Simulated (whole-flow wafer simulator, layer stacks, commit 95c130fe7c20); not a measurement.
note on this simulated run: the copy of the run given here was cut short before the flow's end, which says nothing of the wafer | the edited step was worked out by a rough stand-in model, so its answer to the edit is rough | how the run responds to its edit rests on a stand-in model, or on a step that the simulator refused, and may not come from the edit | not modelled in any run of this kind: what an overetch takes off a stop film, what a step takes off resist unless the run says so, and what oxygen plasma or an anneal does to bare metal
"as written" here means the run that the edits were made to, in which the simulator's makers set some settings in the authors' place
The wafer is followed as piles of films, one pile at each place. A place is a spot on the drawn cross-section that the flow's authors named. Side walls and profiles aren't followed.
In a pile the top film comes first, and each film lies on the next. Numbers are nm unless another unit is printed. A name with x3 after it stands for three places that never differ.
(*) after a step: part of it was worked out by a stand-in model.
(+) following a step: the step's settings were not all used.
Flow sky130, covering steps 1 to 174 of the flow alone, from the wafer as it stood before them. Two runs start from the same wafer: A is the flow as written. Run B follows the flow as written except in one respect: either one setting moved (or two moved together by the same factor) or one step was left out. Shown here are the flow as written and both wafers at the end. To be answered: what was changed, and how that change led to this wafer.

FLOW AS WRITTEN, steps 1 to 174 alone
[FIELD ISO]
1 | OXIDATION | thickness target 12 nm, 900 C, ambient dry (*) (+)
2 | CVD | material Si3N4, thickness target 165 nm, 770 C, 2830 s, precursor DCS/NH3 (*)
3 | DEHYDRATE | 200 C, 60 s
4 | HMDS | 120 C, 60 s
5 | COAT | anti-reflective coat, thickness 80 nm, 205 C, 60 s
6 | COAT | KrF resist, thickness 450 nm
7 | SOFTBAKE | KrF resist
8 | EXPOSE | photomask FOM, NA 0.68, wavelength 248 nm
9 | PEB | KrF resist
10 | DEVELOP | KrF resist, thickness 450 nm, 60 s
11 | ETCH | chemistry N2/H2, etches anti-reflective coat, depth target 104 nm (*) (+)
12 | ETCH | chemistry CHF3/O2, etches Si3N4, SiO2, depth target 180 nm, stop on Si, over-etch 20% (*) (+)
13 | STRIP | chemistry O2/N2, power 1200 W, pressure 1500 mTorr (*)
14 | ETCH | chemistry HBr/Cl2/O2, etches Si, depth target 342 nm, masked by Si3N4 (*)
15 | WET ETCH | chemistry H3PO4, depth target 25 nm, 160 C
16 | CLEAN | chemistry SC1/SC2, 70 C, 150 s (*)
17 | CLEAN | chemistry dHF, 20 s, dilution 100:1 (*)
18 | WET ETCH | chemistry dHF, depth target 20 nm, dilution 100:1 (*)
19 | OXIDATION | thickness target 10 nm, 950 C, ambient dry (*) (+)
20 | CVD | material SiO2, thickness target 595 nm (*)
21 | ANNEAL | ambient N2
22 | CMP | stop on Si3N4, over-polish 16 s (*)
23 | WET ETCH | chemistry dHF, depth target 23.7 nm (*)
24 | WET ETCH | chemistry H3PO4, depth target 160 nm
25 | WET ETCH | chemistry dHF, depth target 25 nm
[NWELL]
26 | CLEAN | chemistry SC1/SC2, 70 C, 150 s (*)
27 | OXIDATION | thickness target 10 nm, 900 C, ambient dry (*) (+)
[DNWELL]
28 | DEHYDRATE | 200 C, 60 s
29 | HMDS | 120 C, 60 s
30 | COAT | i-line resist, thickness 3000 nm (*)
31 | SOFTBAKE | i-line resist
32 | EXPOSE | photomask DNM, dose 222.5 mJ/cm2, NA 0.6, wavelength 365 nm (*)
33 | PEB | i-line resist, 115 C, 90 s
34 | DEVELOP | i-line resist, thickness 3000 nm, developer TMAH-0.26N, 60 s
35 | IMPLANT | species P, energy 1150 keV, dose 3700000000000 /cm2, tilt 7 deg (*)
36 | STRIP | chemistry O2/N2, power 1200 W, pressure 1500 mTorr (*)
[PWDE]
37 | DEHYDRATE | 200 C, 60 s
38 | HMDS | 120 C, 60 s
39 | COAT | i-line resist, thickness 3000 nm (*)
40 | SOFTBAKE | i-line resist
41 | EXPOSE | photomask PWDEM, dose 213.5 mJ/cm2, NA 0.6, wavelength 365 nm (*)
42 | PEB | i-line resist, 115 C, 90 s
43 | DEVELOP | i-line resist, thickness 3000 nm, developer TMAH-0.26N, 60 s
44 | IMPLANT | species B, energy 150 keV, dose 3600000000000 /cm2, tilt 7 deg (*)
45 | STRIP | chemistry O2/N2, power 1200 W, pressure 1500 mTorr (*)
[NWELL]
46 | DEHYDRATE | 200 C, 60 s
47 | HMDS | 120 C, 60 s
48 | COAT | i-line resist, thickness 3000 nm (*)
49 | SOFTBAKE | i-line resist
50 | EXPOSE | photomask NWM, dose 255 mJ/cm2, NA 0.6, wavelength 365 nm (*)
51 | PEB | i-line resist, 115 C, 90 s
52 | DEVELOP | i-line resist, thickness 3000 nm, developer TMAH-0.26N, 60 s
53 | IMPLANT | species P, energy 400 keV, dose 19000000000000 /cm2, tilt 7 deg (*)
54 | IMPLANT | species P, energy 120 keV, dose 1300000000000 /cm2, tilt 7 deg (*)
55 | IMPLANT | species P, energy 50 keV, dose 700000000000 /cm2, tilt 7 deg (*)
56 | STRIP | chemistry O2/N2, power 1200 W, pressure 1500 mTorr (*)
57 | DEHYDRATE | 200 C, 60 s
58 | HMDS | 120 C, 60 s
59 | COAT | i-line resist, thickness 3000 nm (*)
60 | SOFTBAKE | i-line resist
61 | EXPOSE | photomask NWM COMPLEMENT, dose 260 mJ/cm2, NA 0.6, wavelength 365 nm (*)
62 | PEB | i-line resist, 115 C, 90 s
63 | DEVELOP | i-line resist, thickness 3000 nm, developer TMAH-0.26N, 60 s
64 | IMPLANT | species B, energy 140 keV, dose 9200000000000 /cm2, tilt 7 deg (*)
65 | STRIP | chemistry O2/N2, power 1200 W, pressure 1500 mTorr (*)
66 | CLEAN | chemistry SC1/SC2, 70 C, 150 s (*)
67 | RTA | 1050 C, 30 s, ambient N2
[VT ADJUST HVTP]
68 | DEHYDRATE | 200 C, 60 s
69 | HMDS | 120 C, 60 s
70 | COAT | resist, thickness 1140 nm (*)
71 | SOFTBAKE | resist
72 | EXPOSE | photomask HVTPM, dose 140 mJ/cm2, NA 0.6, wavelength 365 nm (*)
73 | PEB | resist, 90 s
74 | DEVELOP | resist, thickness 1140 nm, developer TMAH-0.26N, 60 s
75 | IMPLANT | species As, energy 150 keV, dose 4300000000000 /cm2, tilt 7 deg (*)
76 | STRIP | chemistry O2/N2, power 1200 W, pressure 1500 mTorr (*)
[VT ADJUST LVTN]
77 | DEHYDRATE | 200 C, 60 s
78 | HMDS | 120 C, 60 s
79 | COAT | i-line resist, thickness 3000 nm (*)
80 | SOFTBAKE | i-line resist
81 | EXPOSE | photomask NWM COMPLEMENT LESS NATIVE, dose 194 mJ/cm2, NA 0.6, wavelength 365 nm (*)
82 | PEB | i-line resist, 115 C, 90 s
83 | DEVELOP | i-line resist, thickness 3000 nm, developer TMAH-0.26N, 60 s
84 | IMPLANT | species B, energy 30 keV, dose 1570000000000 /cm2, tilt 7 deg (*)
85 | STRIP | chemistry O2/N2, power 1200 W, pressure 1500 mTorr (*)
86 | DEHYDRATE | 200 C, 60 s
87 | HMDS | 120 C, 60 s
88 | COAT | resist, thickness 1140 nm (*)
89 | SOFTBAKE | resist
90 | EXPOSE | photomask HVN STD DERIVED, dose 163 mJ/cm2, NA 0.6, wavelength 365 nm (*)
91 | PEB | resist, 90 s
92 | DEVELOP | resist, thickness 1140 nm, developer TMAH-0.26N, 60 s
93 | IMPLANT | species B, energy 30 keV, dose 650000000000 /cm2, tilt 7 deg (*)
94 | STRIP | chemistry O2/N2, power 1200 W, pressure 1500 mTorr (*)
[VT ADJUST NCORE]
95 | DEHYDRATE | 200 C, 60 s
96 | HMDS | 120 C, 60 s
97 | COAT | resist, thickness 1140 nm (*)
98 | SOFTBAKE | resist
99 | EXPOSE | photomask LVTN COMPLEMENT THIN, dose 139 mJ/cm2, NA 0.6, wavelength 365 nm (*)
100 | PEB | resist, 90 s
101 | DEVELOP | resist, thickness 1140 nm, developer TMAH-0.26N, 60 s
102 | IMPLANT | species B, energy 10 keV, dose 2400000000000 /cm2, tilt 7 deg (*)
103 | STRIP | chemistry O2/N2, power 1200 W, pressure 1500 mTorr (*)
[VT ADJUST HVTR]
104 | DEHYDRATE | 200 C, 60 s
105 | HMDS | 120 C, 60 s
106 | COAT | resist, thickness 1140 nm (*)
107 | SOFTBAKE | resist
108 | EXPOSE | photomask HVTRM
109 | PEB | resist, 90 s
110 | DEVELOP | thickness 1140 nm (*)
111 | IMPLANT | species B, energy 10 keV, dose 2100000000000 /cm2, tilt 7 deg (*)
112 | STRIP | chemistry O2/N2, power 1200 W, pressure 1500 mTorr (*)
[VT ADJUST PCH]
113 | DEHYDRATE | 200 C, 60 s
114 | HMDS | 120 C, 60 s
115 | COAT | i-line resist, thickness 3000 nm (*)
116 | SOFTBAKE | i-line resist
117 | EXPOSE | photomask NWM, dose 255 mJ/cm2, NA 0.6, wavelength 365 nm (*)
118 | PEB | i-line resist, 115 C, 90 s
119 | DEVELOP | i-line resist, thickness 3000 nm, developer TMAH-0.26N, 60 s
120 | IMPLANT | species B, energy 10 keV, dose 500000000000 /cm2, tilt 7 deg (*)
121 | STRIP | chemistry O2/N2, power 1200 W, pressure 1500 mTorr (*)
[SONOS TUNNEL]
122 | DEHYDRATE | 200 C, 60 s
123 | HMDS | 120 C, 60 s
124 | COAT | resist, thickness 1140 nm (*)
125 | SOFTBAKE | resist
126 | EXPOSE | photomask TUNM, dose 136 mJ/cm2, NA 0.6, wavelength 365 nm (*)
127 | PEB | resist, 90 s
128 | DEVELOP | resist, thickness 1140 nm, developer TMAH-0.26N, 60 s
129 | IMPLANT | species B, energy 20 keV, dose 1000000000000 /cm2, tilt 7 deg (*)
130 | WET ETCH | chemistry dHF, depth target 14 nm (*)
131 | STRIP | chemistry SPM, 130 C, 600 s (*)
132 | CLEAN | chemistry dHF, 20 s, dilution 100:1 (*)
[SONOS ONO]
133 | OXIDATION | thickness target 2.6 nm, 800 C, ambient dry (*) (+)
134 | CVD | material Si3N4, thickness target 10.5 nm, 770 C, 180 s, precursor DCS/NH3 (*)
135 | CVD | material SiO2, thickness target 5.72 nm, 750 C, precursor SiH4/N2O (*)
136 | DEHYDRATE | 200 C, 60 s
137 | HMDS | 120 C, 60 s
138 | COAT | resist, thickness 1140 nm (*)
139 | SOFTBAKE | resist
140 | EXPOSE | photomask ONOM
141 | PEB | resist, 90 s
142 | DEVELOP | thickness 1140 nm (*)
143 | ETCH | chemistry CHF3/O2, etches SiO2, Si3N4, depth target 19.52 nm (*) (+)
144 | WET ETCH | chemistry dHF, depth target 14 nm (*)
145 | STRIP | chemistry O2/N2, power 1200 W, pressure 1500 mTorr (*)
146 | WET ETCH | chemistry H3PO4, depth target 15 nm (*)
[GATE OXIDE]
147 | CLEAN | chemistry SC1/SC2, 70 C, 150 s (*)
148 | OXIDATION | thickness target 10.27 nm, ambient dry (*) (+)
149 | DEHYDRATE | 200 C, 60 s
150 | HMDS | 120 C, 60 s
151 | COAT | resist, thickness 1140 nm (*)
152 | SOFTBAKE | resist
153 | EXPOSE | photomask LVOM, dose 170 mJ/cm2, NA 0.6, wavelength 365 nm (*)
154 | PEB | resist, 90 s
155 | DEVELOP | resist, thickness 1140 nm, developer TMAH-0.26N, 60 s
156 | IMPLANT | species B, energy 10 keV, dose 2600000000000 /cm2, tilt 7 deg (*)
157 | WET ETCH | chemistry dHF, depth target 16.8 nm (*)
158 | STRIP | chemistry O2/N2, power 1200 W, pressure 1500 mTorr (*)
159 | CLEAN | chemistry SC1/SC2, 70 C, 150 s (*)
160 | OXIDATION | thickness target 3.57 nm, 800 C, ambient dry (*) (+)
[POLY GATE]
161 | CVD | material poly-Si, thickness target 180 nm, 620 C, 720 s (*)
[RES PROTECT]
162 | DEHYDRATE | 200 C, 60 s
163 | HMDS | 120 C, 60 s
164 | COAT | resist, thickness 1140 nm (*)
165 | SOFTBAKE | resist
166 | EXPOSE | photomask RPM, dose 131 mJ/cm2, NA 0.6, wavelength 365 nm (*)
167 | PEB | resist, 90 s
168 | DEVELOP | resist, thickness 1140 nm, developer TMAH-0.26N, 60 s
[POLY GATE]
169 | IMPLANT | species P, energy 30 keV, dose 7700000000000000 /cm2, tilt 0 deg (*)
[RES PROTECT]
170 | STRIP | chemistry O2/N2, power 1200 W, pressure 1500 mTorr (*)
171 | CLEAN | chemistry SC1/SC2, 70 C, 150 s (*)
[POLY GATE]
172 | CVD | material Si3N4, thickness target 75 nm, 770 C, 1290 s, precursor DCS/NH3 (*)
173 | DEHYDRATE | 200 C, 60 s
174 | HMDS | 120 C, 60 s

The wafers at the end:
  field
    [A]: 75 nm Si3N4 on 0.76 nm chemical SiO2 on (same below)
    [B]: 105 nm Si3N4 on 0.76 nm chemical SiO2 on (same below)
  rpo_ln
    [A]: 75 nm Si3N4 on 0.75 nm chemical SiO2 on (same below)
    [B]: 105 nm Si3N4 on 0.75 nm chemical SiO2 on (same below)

The reason: step 172, CVD: 1806 s was run, though the flow has 1290 s.

How this came from the change, step by step:
  172 | CVD | material Si3N4, thickness target 75 nm, 770 C, 1290 s, precursor DCS/NH3 (*)
      field, active, n_well and 187 more: A +75 Si3N4 (new film) | B +105 Si3N4 (new film)
